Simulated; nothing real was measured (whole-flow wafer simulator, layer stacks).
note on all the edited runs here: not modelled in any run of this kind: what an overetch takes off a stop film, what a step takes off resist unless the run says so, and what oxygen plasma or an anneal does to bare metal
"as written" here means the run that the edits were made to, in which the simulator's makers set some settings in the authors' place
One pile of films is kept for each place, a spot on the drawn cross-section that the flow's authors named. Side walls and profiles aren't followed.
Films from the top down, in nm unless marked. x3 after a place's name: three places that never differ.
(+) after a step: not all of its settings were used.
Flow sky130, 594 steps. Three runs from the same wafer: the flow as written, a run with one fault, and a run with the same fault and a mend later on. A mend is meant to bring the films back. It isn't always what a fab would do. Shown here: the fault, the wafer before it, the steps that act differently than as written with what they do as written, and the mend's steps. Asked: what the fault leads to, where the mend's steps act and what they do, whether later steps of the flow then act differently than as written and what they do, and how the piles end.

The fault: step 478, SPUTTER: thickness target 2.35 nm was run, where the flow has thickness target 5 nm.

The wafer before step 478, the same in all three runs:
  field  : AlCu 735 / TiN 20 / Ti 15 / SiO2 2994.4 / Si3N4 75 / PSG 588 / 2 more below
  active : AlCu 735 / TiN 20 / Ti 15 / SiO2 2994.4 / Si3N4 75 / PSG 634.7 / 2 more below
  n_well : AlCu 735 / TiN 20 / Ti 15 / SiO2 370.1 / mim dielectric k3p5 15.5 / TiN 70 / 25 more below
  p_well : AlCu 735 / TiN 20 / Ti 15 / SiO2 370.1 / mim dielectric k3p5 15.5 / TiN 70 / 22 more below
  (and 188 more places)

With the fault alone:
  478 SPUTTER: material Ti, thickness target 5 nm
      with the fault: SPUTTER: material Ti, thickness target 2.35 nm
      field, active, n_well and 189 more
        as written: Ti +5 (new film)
        with the fault: Ti +2.35 (new film)
  Later steps of the flow that act differently than as written (20 more steps differ only slightly, by at most 2% or 0.5 nm, whichever is larger, and aren't shown):
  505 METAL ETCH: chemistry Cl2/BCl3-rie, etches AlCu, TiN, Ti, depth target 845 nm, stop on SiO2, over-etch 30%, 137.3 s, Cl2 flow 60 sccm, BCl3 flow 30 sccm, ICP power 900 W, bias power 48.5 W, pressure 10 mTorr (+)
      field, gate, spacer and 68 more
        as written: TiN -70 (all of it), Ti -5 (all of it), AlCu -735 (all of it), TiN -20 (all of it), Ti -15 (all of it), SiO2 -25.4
        with the fault: TiN -70 (all of it), Ti -2.35 (all of it), AlCu -735 (all of it), TiN -20 (all of it), Ti -15 (all of it), SiO2 -25.6
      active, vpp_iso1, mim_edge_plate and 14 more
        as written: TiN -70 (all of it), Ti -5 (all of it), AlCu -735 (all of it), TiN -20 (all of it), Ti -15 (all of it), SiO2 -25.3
        with the fault: TiN -70 (all of it), Ti -2.35 (all of it), AlCu -735 (all of it), TiN -20 (all of it), Ti -15 (all of it), SiO2 -25.6
  At the end the piles differ from the flow's by more than 2% or 0.5 nm, whichever is larger, at n_well, p_well, gate_hv and 102 more.
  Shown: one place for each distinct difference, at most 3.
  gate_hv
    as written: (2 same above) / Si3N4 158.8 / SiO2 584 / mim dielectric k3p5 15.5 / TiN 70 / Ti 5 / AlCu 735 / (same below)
    with the fault: (2 same above) / Si3N4 158.8 / SiO2 586.6 / mim dielectric k3p5 15.5 / TiN 70 / Ti 2.35 / AlCu 735 / (same below)
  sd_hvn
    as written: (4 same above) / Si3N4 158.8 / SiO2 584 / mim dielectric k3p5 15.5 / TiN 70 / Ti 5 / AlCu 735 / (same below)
    with the fault: (4 same above) / Si3N4 158.8 / SiO2 586.6 / mim dielectric k3p5 15.5 / TiN 70 / Ti 2.35 / AlCu 735 / (same below)
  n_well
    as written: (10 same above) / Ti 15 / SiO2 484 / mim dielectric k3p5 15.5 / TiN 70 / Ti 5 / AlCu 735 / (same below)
    with the fault: (10 same above) / Ti 15 / SiO2 486.7 / mim dielectric k3p5 15.5 / TiN 70 / Ti 2.35 / AlCu 735 / (same below)

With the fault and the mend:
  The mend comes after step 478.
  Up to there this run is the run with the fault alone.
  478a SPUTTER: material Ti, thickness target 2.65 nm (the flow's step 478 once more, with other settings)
      field, active, n_well and 189 more
        Ti +2.65
  No later step of the flow acts differently than as written at any place that is followed.
  At the end the piles are the same as the flow's at every place that both follow.
